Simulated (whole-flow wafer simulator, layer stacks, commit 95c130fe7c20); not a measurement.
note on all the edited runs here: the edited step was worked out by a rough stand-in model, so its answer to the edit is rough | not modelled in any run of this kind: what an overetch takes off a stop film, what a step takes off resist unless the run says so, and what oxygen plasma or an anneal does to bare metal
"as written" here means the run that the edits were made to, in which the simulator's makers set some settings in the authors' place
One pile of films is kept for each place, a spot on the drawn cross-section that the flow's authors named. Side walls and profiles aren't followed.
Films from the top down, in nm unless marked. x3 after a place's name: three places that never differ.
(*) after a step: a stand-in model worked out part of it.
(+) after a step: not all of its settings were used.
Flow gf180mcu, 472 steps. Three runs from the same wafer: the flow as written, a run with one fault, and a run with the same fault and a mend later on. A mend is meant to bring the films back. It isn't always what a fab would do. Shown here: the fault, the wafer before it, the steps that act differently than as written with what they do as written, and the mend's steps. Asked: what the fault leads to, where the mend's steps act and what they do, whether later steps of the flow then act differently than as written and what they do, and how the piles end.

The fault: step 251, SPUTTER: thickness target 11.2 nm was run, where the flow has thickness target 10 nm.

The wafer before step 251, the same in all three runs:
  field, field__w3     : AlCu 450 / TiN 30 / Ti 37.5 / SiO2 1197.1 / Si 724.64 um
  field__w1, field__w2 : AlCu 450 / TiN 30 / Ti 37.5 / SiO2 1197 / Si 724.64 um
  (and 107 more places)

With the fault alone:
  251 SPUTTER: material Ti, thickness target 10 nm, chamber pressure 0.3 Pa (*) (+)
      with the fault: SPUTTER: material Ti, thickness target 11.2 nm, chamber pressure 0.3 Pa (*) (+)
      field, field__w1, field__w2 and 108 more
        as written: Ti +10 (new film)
        with the fault: Ti +11.2 (new film)
  Later steps of the flow that act differently than as written (5 more steps differ only slightly, by at most 2% or 0.5 nm, whichever is larger, and aren't shown):
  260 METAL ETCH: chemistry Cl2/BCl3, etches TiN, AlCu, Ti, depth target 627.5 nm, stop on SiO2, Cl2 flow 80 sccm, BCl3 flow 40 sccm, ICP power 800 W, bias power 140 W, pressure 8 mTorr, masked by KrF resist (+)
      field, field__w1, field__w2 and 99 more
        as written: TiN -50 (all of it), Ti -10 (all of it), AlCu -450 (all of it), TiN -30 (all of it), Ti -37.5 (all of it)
        with the fault: TiN -50 (all of it), Ti -11.2 (all of it), AlCu -450 (all of it), TiN -30 (all of it), Ti -37.5 (all of it)
  At the end the piles differ from the flow's by more than 2% or 0.5 nm, whichever is larger, at field__w8, contact, m1 and 6 more.
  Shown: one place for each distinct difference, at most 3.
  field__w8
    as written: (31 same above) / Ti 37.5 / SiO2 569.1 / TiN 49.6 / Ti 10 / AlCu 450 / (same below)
    with the fault: (31 same above) / Ti 37.5 / SiO2 567.9 / TiN 49.6 / Ti 11.2 / AlCu 450 / (same below)
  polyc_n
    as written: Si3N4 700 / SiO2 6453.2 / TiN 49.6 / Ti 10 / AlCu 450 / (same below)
    with the fault: Si3N4 700 / SiO2 6452 / TiN 49.6 / Ti 11.2 / AlCu 450 / (same below)
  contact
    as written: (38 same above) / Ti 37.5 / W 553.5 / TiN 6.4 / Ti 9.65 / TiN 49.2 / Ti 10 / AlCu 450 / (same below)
    with the fault: (38 same above) / Ti 37.5 / W 552.3 / TiN 6.41 / Ti 9.66 / TiN 49.2 / Ti 11.2 / AlCu 450 / (same below)

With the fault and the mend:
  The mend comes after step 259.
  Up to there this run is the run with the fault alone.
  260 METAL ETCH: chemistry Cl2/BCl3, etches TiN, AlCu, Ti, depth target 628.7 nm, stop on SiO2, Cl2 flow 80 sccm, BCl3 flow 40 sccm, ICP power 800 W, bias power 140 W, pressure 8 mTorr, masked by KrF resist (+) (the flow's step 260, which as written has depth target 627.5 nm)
      field, field__w1, field__w2 and 99 more
        TiN -50 (all of it), Ti -11.2 (all of it), AlCu -450 (all of it), TiN -30 (all of it), Ti -37.5 (all of it)
      field__w8, contact, m1 and 6 more
        KrF resist -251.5
  No later step of the flow acts differently than as written, at any place that is followed, by more than 2% or 0.5 nm, whichever is larger.
  At the end the piles differ from the flow's by more than 2% or 0.5 nm, whichever is larger, at field__w8, contact, m1 and 6 more.
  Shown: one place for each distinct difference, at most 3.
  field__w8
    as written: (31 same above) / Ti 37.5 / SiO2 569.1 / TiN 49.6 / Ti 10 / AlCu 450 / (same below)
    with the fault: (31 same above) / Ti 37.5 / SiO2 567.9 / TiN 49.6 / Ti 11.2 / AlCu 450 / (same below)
    with the mend: (31 same above) / Ti 37.5 / SiO2 567.9 / TiN 49.6 / Ti 11.2 / AlCu 450 / (same below)
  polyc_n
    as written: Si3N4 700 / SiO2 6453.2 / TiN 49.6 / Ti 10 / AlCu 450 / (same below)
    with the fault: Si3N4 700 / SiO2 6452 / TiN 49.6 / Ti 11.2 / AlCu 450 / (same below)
    with the mend: Si3N4 700 / SiO2 6452 / TiN 49.6 / Ti 11.2 / AlCu 450 / (same below)
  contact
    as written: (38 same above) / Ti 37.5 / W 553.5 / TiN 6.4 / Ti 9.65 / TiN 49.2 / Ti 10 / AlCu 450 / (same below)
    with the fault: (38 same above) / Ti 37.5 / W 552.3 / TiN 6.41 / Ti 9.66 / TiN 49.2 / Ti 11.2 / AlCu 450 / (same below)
    with the mend: (38 same above) / Ti 37.5 / W 552.3 / TiN 6.41 / Ti 9.66 / TiN 49.2 / Ti 11.2 / AlCu 450 / (same below)
